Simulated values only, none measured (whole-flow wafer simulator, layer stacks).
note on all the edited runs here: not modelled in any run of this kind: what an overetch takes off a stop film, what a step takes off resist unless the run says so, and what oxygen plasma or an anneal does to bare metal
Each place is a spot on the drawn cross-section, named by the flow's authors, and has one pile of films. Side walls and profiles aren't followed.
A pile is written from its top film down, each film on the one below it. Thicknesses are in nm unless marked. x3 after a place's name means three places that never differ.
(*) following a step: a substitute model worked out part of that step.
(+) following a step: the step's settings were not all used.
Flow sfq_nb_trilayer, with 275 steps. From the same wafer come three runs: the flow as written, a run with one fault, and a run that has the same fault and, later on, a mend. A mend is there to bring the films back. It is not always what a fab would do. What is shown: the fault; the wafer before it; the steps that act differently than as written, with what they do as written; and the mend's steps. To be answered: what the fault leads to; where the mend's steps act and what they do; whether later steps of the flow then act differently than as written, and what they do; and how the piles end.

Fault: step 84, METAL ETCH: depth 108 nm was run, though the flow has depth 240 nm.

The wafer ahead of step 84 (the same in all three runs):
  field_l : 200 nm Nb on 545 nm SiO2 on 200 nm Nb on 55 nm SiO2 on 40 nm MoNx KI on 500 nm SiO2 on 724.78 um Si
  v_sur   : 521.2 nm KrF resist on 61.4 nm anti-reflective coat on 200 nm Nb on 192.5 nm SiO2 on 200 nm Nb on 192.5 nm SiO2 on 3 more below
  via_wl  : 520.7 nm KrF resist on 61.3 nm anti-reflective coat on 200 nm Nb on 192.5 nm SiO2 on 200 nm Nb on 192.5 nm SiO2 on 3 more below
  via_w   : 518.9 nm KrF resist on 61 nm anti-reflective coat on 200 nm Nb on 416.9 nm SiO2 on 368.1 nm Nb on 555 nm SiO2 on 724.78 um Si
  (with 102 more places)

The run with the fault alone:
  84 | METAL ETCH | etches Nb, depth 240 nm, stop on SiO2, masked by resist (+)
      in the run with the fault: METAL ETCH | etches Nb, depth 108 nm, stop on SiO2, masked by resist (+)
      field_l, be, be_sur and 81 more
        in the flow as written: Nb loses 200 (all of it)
        in the run with the fault: Nb loses 108
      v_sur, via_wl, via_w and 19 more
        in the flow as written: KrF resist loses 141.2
        in the run with the fault: KrF resist loses 63.5
  Steps later in the flow that act otherwise than as written:
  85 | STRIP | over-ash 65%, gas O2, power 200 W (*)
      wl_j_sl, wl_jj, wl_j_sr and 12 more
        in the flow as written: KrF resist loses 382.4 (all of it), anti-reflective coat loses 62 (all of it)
        in the run with the fault: KrF resist loses 460 (all of it), anti-reflective coat loses 62 (all of it)
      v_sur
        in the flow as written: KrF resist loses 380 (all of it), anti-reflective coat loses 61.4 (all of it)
        in the run with the fault: KrF resist loses 457.7 (all of it), anti-reflective coat loses 61.4 (all of it)
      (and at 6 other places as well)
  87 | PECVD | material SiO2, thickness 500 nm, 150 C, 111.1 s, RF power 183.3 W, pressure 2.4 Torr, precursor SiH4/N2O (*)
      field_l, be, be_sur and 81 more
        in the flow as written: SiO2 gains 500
        in the run with the fault: SiO2 gains 500 (new film)
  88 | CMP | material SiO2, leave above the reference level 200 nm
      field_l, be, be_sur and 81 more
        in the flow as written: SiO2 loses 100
        in the run with the fault: SiO2 loses 192
  At field_l, be, be_sur and 81 more, the piles at the end differ from the flow's by more than 2% or 0.5 nm, whichever is larger.
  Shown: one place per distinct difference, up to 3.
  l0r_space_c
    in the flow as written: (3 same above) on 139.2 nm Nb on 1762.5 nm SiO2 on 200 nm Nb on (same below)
    in the run with the fault: (3 same above) on 139.2 nm Nb on 1085.5 nm SiO2 on 92 nm Nb on 585 nm SiO2 on 200 nm Nb on (same below)
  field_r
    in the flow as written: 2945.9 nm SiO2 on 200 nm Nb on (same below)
    in the run with the fault: 2268.9 nm SiO2 on 92 nm Nb on 585 nm SiO2 on 200 nm Nb on (same below)
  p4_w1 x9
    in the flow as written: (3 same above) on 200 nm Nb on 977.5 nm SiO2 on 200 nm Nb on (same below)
    in the run with the fault: (3 same above) on 200 nm Nb on 300.5 nm SiO2 on 92 nm Nb on 585 nm SiO2 on 200 nm Nb on (same below)

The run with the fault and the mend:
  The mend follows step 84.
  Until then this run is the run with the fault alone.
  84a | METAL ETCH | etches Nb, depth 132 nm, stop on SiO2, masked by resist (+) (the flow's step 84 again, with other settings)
      field_l, be, be_sur and 81 more
        Nb loses 92 (all of it)
      v_sur, via_wl, via_w and 19 more
        KrF resist loses 77.6
  Later steps of the flow that are run all act as written at every place that is followed.
  At every place that both follow, the piles at the end match the flow's.
